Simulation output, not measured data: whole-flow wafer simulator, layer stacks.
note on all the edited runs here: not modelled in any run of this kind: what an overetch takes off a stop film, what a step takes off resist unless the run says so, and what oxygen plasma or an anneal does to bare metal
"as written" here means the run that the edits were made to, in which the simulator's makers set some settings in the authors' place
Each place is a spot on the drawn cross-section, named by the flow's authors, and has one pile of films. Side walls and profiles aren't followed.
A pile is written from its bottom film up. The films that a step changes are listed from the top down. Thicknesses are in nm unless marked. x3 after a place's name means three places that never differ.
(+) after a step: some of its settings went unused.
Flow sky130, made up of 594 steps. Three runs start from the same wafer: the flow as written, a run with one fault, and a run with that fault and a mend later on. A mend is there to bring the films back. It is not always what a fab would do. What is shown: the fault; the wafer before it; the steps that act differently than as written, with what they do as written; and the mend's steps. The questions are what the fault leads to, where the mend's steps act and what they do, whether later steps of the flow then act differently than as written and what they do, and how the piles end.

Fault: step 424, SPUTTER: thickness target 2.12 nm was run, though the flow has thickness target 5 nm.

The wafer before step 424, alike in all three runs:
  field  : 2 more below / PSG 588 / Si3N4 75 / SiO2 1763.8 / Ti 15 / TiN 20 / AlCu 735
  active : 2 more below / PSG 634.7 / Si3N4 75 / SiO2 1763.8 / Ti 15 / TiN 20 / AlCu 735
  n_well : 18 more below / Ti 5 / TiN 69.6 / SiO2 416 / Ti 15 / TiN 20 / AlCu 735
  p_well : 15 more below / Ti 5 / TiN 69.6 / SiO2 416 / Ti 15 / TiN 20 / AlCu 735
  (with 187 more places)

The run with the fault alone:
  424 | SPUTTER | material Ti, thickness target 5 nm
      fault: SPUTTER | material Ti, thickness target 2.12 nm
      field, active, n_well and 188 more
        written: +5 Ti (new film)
        fault: +2.12 Ti (new film)
  Later steps of the flow acting differently than as written (16 more steps, not shown, differ only slightly: by at most 2% or 0.5 nm, whichever is larger):
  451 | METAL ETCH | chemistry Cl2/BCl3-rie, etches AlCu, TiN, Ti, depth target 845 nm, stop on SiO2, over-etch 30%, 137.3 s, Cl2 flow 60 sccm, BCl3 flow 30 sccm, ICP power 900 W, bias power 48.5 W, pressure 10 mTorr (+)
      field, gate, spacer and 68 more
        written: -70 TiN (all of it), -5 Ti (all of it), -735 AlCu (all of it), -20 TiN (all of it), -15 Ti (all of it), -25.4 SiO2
        fault: -70 TiN (all of it), -2.12 Ti (all of it), -735 AlCu (all of it), -20 TiN (all of it), -15 Ti (all of it), -25.6 SiO2
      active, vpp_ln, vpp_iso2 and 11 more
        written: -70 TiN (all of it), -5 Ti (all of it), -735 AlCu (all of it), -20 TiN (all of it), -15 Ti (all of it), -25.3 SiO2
        fault: -70 TiN (all of it), -2.12 Ti (all of it), -735 AlCu (all of it), -20 TiN (all of it), -15 Ti (all of it), -25.6 SiO2
  The piles end different from the flow's at n_well, p_well, gate_hv and 104 more by more than 2% or 0.5 nm, whichever is larger.
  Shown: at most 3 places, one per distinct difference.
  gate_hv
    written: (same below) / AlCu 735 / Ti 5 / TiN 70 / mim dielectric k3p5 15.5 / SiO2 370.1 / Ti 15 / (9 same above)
    fault: (same below) / AlCu 735 / Ti 2.12 / TiN 70 / mim dielectric k3p5 15.5 / SiO2 373 / Ti 15 / (9 same above)
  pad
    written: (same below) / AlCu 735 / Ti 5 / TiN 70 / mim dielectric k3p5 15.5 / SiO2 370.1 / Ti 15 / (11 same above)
    fault: (same below) / AlCu 735 / Ti 2.12 / TiN 70 / mim dielectric k3p5 15.5 / SiO2 373 / Ti 15 / (11 same above)
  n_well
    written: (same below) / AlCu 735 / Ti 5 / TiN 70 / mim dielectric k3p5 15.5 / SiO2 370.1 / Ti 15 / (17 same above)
    fault: (same below) / AlCu 735 / Ti 2.12 / TiN 70 / mim dielectric k3p5 15.5 / SiO2 373 / Ti 15 / (17 same above)

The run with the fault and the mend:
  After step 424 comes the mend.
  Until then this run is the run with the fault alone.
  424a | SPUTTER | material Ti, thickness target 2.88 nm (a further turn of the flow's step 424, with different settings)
      field, active, n_well and 188 more
        +2.88 Ti
  None of the later steps of the flow acts differently than as written at any place that is followed.
  At every place that both follow, the piles at the end match the flow's.
